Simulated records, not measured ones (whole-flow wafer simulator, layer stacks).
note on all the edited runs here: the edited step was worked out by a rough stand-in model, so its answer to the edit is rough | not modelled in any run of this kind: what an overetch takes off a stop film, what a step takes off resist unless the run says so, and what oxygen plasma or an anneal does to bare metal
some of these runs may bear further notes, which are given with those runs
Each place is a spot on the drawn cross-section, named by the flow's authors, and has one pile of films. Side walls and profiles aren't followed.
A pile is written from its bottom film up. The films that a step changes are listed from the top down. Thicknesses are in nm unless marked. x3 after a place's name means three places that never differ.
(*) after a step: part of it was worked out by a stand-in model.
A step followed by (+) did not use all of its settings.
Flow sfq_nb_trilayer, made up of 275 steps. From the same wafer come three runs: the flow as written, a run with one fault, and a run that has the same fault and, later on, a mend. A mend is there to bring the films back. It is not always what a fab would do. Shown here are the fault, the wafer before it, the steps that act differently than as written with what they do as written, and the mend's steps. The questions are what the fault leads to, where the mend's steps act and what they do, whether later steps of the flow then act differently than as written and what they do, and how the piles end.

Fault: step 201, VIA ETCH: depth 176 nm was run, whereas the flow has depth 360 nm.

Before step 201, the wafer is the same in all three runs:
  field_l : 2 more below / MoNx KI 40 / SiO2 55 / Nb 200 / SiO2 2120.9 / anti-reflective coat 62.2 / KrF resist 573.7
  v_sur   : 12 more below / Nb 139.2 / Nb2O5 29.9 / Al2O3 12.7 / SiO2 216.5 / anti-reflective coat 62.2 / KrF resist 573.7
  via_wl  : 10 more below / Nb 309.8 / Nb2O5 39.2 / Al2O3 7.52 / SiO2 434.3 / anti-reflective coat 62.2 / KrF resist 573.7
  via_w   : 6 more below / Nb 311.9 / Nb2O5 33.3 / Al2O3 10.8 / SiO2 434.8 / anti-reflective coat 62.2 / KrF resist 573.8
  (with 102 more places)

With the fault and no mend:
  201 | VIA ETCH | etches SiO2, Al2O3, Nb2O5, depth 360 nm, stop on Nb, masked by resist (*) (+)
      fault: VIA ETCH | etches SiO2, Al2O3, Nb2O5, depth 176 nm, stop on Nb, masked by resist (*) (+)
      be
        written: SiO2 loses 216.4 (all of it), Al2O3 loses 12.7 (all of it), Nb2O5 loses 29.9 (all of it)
        fault: SiO2 loses 176
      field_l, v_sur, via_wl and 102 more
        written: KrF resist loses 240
        fault: KrF resist loses 117.3
  Later steps of the flow acting differently than as written (7 more steps, not shown, differ only slightly: by at most 2% or 0.5 nm, whichever is larger):
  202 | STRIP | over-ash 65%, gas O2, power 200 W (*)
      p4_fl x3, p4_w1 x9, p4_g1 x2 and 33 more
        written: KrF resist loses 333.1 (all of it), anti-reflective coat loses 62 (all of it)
        fault: KrF resist loses 455.8 (all of it), anti-reflective coat loses 62 (all of it)
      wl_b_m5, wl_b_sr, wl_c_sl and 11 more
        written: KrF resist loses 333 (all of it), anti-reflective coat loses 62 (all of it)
        fault: KrF resist loses 455.7 (all of it), anti-reflective coat loses 62 (all of it)
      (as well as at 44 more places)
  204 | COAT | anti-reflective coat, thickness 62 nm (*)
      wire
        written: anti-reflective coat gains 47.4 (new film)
        fault: anti-reflective coat gains 49.8 (new film)
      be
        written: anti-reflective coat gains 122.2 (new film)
        fault: anti-reflective coat gains 109.9 (new film)
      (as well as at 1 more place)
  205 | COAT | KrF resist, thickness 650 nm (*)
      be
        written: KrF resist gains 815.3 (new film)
        fault: KrF resist gains 755.9 (new film)
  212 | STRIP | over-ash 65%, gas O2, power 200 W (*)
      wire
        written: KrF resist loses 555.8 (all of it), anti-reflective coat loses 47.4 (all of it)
        fault: KrF resist loses 560.5 (all of it), anti-reflective coat loses 49.8 (all of it)
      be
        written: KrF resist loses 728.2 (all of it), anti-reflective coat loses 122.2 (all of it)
        fault: KrF resist loses 668.8 (all of it), anti-reflective coat loses 109.9 (all of it)
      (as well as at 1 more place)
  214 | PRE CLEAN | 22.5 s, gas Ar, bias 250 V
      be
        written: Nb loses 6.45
        fault: SiO2 loses 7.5
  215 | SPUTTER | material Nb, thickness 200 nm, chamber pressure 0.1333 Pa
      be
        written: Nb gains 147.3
        fault: Nb gains 166.6 (new film)
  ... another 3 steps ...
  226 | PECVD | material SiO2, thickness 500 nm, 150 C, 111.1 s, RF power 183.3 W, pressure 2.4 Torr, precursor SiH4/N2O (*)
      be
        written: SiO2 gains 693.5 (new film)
        fault: SiO2 gains 592.3 (new film)
  By the end, the piles at be depart from the flow's by more than 2% or 0.5 nm, whichever is larger.
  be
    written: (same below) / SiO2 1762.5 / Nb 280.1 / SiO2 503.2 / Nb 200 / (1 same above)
    fault: (same below) / SiO2 1762.5 / Nb 139.2 / Nb2O5 29.9 / Al2O3 12.7 / SiO2 32.9 / Nb 166.6 / SiO2 402.1 / Nb 200 / (1 same above)

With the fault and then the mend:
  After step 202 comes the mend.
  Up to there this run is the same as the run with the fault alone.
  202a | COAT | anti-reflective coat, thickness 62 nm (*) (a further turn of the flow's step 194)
      p4_fl x3, p4_w1 x9, p4_g1 x2 and 50 more
        anti-reflective coat gains 62 (new film)
      field_l, wl_a_sl, wl_a_m6, wl_a_sr, wl_g_sr
        anti-reflective coat gains 61.9 (new film)
      v_sur, via_wl, gap
        anti-reflective coat gains 61.8 (new film)
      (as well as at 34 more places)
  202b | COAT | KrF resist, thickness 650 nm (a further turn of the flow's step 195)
      p4_fl x3, p4_w1 x9, p4_g1 x2 and 33 more
        KrF resist gains 650 (new film)
      wl_b_m5, wl_b_sr, wl_c_sl and 12 more
        KrF resist gains 649.9 (new film)
      field_l, wl_a_sr, wl_g_sr
        KrF resist gains 649.7 (new film)
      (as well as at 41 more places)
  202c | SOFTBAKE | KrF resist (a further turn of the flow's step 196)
      does not change any film at any place that is followed
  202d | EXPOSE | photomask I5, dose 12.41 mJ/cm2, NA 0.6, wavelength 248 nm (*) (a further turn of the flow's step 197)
      does not change any film at any place that is followed
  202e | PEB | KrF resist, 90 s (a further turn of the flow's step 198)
      field_l, v_sur, via_wl and 83 more
        KrF resist loses 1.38
      via_wr, via_sp, via_v, wire
        KrF resist loses 1.37
      ce_l, moat, field_r, wl_jj
        KrF resist loses 1.39
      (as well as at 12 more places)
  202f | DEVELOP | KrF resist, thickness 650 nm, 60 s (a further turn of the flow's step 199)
      field_l, v_sur, via_wl and 102 more
        KrF resist loses 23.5
      be
        KrF resist loses 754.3 (all of it)
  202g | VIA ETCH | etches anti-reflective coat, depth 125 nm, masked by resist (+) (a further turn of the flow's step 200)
      field_l, v_sur, via_wl and 102 more
        KrF resist loses 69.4
      be
        anti-reflective coat loses 109.9 (all of it), SiO2 loses 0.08
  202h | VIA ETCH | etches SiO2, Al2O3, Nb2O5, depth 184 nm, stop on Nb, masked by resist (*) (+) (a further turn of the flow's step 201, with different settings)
      field_l, v_sur, via_wl and 102 more
        KrF resist loses 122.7
      be
        SiO2 loses 40.3 (all of it), Al2O3 loses 12.7 (all of it), Nb2O5 loses 29.9 (all of it)
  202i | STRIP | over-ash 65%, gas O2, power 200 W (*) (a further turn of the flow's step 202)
      p4_fl x3, p4_w1 x9, p4_g1 x2 and 33 more
        KrF resist loses 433 (all of it), anti-reflective coat loses 62 (all of it)
      wl_b_sr, wl_c_sl, wl_c_m6 and 10 more
        KrF resist loses 432.9 (all of it), anti-reflective coat loses 62 (all of it)
      wl_b_sl, wl_b_m5, wl_g_sl, wl_g_m5
        KrF resist loses 432.8 (all of it), anti-reflective coat loses 62 (all of it)
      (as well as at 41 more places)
  Later steps of the flow that are run all act as written at every place that is followed.
  The piles end the same as the flow's at every place that both follow.
